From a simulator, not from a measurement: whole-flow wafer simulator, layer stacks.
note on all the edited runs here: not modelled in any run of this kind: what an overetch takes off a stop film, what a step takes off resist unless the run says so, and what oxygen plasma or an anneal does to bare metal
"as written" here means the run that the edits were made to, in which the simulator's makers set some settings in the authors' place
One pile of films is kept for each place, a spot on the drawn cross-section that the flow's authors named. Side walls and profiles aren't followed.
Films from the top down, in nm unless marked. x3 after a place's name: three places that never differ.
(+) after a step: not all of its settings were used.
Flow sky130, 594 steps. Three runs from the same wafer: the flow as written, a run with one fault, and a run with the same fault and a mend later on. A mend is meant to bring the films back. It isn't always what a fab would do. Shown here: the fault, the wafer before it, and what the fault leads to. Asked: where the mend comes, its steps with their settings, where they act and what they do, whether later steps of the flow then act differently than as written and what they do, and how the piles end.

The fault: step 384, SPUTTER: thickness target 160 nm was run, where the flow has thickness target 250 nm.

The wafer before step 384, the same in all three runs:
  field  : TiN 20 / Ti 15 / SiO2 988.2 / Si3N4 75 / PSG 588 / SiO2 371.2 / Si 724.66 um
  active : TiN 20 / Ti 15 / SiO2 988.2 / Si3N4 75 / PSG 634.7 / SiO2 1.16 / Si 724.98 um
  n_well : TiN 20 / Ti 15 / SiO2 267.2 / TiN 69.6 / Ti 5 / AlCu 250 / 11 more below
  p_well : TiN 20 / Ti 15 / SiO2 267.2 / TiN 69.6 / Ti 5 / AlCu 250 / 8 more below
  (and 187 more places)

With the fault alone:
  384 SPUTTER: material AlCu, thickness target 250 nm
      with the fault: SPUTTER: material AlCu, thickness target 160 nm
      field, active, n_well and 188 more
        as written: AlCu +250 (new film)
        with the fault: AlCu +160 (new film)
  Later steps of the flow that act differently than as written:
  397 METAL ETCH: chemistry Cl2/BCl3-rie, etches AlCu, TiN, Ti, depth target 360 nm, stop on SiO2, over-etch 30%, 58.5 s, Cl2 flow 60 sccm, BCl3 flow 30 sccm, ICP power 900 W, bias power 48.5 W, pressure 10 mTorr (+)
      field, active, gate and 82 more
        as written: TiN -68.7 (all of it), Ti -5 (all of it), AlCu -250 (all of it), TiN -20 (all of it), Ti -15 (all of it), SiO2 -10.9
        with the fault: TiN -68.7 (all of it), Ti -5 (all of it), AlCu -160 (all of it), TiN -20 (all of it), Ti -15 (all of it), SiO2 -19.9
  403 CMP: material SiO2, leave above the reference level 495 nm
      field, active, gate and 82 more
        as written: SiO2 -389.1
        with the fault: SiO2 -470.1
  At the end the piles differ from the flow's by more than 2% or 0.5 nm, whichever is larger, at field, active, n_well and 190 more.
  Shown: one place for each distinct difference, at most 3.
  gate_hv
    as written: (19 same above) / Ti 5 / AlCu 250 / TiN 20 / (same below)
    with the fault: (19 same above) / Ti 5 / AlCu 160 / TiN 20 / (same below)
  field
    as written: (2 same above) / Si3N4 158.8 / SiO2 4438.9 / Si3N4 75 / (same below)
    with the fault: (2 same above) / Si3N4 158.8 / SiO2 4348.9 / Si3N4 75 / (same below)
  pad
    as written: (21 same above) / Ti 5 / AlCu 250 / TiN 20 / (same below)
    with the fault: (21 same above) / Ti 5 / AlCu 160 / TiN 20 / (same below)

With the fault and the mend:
  The mend comes after step 384.
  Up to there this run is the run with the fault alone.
  384a SPUTTER: material AlCu, thickness target 90 nm (the flow's step 384 once more, with other settings)
      field, active, n_well and 188 more
        AlCu +90
  No later step of the flow acts differently than as written at any place that is followed.
  At the end the piles are the same as the flow's at every place that both follow.
